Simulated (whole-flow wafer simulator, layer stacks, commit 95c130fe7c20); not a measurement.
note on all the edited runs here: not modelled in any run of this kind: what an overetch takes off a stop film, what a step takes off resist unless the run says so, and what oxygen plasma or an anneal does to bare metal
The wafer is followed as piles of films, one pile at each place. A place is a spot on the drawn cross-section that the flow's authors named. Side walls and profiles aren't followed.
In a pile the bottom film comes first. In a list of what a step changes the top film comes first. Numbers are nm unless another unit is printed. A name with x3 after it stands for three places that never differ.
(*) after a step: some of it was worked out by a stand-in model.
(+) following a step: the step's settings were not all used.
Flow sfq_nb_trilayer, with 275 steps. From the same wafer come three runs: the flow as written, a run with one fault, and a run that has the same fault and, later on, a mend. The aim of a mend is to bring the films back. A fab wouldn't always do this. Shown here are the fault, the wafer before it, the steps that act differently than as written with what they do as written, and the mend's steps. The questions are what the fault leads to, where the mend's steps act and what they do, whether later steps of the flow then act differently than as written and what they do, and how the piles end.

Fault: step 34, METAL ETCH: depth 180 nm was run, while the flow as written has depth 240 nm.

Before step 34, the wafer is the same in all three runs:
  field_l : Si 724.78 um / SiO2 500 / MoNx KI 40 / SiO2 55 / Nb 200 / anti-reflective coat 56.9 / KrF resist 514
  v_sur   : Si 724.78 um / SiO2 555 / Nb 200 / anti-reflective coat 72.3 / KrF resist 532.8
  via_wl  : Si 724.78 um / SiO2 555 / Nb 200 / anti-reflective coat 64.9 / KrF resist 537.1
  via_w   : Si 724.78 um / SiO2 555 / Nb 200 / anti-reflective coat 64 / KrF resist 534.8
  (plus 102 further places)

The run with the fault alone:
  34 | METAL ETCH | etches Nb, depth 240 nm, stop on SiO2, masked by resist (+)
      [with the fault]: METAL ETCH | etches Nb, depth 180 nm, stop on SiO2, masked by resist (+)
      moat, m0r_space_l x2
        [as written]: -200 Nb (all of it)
        [with the fault]: -180 Nb
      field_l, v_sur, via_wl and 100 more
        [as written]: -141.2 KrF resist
        [with the fault]: -105.9 KrF resist
  Steps later in the flow that act otherwise than as written:
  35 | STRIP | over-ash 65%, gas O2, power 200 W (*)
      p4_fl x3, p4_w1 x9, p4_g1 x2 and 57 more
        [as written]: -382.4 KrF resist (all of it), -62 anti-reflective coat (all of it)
        [with the fault]: -417.7 KrF resist (all of it), -62 anti-reflective coat (all of it)
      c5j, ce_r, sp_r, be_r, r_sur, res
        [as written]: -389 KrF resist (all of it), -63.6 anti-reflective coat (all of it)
        [with the fault]: -424.3 KrF resist (all of it), -63.6 anti-reflective coat (all of it)
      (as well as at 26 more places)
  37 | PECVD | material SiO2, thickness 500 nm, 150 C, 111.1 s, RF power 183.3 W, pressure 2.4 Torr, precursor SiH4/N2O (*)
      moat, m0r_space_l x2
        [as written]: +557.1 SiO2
        [with the fault]: +537.1 SiO2 (new film)
  By the end, the piles at moat, m0r_space_l x2 depart from the flow's by more than 2% or 0.5 nm, whichever is larger.
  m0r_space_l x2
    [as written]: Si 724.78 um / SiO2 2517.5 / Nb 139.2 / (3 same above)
    [with the fault]: Si 724.78 um / SiO2 555 / Nb 20 / SiO2 1942.5 / Nb 139.2 / (3 same above)
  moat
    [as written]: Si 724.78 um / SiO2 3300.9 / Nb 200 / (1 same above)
    [with the fault]: Si 724.78 um / SiO2 555 / Nb 20 / SiO2 2725.9 / Nb 200 / (1 same above)

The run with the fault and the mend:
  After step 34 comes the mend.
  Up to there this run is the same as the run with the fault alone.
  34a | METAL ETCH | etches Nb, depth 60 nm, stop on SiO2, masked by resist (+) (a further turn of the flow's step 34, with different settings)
      field_l, v_sur, via_wl and 100 more
        -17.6 KrF resist
      moat, m0r_space_l x2
        -20 Nb (all of it)
  Steps later in the flow that act otherwise than as written:
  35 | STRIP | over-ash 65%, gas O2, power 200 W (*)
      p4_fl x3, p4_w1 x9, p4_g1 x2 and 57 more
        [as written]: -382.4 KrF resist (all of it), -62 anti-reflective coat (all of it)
        [with the mend]: -400 KrF resist (all of it), -62 anti-reflective coat (all of it)
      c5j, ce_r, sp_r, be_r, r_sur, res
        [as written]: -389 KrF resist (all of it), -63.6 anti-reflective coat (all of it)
        [with the mend]: -406.7 KrF resist (all of it), -63.6 anti-reflective coat (all of it)
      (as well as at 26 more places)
  The piles end the same as the flow's at every place that both follow.
